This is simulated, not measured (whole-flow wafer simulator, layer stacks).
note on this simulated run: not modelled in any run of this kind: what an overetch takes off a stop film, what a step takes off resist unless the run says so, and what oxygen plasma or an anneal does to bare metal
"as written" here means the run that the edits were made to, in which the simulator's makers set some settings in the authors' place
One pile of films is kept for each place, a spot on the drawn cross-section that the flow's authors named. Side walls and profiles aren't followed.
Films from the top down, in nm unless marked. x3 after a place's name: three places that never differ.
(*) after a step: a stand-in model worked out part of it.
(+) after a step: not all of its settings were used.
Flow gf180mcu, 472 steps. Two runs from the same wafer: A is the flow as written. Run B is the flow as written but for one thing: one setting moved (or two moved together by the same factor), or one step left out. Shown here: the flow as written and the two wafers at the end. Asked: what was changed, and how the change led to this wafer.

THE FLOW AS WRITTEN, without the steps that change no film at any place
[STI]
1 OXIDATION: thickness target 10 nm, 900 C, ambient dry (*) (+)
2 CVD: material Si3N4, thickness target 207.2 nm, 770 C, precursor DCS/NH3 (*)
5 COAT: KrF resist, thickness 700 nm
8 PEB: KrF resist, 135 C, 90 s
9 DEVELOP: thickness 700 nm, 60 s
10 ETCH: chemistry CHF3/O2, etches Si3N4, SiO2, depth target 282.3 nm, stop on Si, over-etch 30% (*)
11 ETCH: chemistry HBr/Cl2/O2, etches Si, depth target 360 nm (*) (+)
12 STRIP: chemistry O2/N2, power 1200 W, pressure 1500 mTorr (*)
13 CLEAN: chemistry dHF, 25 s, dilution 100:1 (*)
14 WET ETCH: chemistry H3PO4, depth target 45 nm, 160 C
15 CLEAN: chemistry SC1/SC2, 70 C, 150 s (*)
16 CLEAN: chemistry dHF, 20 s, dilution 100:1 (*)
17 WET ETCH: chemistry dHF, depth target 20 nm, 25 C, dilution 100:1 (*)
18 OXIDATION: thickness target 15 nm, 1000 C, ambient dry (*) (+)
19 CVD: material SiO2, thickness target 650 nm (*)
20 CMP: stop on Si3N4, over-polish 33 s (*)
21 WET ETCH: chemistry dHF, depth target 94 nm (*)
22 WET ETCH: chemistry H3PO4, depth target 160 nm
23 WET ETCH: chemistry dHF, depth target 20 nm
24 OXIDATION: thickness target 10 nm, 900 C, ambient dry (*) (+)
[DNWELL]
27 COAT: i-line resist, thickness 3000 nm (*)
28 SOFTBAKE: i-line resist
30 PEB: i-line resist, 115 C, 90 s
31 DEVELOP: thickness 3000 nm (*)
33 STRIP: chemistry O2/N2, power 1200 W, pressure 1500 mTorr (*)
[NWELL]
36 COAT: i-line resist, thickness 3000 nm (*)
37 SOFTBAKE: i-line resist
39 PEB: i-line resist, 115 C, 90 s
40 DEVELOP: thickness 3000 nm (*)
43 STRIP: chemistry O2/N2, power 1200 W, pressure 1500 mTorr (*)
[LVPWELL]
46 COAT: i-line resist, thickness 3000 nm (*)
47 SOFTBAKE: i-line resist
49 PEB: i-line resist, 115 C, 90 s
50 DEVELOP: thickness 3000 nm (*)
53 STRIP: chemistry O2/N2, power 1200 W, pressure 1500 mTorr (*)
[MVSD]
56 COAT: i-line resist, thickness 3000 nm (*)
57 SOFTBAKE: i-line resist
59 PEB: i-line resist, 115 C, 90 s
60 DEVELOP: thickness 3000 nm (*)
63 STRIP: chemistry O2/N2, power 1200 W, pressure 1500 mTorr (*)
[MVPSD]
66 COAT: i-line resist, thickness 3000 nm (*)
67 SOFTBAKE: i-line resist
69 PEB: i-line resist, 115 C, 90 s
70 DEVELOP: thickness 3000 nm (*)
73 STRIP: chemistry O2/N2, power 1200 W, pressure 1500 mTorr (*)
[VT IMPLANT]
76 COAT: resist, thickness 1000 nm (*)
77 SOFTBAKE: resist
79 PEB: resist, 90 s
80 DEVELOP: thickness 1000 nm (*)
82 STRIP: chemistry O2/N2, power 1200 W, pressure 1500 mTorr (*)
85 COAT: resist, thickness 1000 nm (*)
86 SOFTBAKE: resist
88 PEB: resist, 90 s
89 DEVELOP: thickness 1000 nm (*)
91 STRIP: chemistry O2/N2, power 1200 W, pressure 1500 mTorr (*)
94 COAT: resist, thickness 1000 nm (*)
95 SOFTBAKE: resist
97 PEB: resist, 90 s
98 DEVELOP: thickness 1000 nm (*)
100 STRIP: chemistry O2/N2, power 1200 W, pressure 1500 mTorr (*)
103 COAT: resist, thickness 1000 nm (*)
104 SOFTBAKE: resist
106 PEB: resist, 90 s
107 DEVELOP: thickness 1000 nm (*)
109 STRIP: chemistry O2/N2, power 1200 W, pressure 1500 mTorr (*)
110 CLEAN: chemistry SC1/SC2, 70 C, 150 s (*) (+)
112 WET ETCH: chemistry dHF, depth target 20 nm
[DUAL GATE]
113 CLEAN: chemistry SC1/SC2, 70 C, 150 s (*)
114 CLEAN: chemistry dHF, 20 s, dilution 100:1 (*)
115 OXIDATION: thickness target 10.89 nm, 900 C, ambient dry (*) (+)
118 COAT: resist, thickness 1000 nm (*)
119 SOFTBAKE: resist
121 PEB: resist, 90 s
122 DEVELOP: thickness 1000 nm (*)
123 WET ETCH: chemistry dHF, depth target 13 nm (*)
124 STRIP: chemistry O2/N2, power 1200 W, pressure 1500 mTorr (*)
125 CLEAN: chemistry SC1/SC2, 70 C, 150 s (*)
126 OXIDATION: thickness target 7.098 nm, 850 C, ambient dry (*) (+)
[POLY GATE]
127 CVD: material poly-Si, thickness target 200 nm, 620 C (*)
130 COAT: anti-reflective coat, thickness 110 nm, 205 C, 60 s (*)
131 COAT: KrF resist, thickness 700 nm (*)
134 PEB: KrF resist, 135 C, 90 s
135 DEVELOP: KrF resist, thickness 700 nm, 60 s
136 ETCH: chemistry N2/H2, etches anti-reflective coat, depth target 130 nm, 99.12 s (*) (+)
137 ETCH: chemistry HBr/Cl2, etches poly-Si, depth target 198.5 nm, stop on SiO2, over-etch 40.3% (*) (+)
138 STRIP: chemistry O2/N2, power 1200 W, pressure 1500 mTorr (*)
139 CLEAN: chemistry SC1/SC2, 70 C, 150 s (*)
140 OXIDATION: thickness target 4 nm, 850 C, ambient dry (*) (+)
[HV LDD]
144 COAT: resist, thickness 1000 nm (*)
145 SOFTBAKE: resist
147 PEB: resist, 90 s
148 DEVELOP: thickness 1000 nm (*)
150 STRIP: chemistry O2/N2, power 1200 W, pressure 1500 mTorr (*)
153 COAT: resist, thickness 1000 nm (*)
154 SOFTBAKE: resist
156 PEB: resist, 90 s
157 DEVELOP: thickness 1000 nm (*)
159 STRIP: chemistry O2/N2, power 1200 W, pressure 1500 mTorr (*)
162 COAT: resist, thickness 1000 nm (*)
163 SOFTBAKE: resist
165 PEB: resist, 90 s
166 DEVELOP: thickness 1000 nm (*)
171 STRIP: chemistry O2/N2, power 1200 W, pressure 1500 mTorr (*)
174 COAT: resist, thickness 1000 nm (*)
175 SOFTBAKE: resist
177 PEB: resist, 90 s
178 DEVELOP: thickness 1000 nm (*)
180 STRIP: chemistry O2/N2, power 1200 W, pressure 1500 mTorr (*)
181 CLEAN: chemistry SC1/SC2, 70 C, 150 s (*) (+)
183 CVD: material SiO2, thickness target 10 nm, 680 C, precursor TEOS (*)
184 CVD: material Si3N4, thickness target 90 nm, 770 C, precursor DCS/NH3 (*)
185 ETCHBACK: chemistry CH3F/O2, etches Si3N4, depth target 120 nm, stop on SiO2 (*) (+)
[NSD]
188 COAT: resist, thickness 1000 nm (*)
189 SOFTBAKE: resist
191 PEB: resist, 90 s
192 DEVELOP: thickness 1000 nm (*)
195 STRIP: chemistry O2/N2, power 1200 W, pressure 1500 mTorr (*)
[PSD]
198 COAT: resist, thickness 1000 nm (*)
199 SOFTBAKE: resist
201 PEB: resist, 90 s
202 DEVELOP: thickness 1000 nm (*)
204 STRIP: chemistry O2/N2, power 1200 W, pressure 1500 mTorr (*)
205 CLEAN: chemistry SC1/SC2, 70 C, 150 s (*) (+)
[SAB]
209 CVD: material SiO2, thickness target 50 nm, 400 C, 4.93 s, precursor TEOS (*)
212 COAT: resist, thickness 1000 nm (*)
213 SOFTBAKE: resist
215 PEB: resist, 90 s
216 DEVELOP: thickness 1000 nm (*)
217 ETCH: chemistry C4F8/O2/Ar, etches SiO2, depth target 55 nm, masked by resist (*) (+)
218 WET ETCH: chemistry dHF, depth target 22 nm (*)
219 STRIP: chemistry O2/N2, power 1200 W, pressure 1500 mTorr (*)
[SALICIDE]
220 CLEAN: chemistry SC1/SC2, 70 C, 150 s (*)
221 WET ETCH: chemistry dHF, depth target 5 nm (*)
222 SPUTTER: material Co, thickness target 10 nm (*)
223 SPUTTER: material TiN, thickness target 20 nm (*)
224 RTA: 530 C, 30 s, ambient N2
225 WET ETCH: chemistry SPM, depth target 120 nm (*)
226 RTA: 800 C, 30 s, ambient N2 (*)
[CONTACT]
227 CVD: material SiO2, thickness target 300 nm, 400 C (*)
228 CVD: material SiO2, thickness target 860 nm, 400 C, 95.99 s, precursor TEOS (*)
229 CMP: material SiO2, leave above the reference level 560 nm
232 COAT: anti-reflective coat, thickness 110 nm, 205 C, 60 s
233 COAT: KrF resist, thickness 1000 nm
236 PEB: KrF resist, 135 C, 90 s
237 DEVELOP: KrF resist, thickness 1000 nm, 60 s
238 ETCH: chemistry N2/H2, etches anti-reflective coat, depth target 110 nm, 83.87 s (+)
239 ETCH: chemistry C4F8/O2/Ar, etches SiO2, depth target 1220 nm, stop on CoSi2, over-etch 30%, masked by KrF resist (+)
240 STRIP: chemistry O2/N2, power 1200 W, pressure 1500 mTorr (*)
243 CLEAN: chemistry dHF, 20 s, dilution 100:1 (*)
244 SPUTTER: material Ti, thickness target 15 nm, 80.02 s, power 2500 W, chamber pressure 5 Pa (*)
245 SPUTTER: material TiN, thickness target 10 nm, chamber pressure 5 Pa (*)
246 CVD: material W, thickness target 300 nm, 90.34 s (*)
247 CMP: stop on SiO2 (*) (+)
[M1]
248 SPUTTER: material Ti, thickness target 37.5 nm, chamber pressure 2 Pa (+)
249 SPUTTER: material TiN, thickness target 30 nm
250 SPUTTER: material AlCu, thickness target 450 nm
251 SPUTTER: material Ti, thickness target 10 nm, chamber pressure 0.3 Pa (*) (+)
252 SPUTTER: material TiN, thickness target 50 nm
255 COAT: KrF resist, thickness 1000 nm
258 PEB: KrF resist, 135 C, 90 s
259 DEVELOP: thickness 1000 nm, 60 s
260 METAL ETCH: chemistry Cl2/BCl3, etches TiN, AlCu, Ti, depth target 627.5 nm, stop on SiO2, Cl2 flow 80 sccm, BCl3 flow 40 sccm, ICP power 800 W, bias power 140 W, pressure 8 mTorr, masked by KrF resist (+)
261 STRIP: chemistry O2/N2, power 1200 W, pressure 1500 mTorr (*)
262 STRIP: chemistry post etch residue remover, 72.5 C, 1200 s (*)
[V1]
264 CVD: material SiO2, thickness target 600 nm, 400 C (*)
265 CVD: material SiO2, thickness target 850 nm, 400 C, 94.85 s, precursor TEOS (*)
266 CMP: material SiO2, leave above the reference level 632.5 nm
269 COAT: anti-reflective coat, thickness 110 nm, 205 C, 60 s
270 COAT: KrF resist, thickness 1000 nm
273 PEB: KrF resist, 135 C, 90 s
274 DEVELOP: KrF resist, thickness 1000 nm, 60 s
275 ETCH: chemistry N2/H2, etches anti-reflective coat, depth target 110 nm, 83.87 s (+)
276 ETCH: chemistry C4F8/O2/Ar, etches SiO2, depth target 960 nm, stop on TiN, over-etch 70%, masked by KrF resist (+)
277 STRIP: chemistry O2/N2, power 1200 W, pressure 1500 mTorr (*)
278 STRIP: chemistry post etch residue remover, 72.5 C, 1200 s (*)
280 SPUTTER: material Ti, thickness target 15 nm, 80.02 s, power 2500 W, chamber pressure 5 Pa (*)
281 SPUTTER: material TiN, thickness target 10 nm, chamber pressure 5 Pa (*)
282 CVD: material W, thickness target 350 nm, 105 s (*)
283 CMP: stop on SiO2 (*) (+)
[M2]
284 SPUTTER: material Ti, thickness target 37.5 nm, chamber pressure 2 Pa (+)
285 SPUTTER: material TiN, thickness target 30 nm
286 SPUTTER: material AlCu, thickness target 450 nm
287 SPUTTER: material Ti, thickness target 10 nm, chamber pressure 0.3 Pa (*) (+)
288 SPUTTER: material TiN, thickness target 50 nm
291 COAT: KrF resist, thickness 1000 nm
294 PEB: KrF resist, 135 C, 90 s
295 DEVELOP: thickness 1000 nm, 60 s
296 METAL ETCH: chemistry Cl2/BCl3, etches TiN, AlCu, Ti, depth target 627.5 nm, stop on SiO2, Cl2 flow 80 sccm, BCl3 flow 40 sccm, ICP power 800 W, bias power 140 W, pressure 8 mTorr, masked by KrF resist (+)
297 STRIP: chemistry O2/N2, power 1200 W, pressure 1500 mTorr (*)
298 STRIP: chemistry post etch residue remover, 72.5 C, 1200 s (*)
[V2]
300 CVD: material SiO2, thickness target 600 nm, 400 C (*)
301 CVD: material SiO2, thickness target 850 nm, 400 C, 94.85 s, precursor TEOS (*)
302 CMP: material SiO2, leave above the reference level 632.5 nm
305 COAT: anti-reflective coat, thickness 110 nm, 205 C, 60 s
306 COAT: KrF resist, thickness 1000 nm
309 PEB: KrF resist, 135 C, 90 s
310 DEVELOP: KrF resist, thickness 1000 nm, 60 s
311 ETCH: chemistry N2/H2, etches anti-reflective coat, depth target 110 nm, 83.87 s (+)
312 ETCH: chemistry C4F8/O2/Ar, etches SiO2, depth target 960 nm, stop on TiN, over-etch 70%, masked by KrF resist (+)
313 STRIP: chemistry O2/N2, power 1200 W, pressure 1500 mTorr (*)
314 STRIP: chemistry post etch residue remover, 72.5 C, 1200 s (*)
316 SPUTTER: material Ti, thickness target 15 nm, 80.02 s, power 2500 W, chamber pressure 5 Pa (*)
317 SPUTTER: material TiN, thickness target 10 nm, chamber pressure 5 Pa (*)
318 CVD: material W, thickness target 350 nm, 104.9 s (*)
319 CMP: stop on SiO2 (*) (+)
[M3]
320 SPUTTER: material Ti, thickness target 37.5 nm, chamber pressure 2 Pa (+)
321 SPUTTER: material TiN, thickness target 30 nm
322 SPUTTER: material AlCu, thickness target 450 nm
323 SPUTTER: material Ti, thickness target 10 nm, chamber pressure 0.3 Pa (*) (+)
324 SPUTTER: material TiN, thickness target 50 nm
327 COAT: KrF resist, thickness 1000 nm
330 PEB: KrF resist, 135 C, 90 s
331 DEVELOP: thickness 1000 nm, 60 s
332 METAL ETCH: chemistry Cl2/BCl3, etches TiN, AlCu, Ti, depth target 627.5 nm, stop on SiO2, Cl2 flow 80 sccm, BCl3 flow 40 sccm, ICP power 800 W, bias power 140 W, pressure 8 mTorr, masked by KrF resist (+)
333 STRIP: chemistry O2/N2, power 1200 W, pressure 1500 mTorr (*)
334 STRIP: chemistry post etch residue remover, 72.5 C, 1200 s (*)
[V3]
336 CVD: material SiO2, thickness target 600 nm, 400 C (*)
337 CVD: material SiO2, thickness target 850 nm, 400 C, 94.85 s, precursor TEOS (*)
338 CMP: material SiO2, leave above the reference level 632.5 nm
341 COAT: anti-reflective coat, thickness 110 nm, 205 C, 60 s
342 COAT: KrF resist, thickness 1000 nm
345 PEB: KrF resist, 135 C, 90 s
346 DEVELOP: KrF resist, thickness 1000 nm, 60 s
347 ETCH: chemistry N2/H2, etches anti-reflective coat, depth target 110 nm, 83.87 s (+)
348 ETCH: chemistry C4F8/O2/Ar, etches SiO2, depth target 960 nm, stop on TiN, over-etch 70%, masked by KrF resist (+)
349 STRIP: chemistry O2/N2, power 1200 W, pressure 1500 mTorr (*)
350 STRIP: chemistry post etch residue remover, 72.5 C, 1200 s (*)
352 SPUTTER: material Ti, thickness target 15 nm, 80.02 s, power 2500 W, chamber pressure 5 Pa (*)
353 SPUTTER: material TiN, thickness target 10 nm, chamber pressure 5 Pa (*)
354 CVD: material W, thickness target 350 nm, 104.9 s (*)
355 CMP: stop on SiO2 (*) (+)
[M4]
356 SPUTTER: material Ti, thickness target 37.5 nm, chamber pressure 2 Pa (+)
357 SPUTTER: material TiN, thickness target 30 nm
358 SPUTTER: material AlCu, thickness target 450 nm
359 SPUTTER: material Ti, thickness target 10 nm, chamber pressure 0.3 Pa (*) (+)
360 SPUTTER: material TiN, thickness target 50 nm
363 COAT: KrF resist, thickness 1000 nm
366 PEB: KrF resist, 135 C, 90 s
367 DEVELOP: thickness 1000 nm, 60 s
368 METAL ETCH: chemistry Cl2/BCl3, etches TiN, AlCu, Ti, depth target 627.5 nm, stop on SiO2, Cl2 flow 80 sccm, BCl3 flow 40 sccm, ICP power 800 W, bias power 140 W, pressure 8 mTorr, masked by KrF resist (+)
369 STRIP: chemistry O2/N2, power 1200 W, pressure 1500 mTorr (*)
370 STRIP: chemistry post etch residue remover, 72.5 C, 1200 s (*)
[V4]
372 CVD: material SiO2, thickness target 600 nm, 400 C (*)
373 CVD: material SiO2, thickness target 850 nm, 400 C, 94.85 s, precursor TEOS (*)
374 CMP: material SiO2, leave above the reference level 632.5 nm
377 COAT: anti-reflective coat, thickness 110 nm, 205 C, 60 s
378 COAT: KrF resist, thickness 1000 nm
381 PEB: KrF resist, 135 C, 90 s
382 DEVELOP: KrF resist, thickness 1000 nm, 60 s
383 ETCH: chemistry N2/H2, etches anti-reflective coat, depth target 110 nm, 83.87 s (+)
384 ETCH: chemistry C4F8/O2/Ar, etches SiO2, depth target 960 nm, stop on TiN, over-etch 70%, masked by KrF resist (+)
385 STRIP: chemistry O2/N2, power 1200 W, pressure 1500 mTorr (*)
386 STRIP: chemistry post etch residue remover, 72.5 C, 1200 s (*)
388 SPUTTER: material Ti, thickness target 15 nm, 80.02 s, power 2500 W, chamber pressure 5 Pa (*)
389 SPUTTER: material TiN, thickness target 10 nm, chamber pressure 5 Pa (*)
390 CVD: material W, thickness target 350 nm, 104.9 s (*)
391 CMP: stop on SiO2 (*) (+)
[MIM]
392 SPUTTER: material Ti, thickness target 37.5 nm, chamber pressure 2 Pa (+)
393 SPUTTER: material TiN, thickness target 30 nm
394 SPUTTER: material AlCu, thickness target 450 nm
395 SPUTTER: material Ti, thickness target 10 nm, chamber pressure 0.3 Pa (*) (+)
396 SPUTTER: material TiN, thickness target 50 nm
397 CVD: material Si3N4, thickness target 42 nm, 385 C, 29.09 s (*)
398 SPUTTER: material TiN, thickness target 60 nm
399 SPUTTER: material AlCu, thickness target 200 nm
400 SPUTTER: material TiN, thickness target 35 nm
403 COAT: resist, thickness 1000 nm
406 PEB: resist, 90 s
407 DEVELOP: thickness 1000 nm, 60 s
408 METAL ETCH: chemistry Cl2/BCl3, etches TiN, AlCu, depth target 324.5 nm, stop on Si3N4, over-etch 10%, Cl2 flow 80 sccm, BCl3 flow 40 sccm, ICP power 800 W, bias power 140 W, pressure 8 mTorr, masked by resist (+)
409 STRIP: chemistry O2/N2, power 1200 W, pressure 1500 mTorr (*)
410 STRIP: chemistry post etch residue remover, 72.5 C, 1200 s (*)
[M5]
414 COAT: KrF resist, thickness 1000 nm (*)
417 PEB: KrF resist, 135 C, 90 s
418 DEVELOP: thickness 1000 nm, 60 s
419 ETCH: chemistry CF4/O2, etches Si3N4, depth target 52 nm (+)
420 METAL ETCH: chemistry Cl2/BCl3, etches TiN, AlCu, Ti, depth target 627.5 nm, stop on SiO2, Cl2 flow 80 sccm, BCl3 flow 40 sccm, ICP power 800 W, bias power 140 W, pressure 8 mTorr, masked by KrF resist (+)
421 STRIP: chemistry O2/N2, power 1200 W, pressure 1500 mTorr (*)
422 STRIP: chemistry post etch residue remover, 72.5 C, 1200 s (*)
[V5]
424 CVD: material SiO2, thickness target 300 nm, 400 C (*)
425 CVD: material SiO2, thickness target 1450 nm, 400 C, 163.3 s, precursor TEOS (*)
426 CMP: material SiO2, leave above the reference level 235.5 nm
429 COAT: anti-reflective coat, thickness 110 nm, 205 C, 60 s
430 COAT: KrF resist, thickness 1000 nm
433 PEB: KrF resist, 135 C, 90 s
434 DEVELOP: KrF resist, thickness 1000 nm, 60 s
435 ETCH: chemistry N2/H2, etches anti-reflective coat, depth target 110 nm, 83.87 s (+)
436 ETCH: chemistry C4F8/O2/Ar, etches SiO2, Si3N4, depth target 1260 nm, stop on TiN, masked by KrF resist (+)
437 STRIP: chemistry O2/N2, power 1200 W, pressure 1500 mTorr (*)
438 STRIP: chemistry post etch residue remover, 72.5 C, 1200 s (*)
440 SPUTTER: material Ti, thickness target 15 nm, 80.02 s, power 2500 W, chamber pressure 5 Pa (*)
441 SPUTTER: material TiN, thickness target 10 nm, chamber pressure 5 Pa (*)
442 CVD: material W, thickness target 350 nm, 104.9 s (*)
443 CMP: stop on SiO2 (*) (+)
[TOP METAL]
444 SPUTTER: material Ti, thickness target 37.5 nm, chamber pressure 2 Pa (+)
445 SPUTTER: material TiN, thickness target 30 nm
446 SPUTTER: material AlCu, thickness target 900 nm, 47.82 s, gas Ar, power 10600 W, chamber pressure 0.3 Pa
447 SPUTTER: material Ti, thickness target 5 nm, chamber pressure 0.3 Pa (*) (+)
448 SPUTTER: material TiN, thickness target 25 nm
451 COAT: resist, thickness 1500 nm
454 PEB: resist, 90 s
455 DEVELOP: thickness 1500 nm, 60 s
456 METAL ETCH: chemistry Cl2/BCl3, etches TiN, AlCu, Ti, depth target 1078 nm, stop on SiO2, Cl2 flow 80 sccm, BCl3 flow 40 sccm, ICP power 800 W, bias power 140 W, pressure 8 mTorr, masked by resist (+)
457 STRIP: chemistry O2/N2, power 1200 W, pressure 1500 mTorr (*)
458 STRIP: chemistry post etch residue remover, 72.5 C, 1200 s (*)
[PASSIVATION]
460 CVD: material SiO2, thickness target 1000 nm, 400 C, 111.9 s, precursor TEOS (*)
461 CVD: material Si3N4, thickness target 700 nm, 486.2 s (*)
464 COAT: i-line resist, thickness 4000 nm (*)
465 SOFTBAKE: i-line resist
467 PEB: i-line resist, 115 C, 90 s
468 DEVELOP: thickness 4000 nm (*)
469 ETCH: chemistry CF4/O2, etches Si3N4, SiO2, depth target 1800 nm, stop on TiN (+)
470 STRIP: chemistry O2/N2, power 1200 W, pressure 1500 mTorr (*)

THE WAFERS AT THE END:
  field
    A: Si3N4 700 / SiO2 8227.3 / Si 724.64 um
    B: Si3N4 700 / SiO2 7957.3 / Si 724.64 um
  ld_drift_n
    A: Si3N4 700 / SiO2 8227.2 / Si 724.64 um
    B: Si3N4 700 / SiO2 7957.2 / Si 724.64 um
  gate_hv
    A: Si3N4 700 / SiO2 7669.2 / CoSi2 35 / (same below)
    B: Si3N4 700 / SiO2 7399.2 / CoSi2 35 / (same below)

The cause: step 286, SPUTTER: thickness target 180 nm was run, where the flow has thickness target 450 nm.

How the change led to this, step by step:
  286 SPUTTER: material AlCu, thickness target 450 nm
      field, field__w1, field__w2 and 108 more: A AlCu +450 (new film) | B AlCu +180 (new film)
  296 METAL ETCH: chemistry Cl2/BCl3, etches TiN, AlCu, Ti, depth target 627.5 nm, stop on SiO2, Cl2 flow 80 sccm, BCl3 flow 40 sccm, ICP power 800 W, bias power 140 W, pressure 8 mTorr, masked by KrF resist (+)
      field, field__w1, field__w2 and 103 more: A TiN -50 (all of it), Ti -10 (all of it), AlCu -450 (all of it), TiN -30 (all of it), Ti -37.5 (all of it) | B TiN -50 (all of it), Ti -10 (all of it), AlCu -180 (all of it), TiN -30 (all of it), Ti -37.5 (all of it)
      field__w8, contact, m1, m1__w1, m1_nw: A KrF resist -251 | B KrF resist -184.5
  297 STRIP: chemistry O2/N2, power 1200 W, pressure 1500 mTorr (*)
      field__w8, contact, m1, m1__w1, m1_nw: A KrF resist -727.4 (all of it) | B KrF resist -793.9 (all of it)
  302 CMP: material SiO2, leave above the reference level 632.5 nm
      field, field__w1, field__w2 and 103 more: A SiO2 -300 | B SiO2 -570
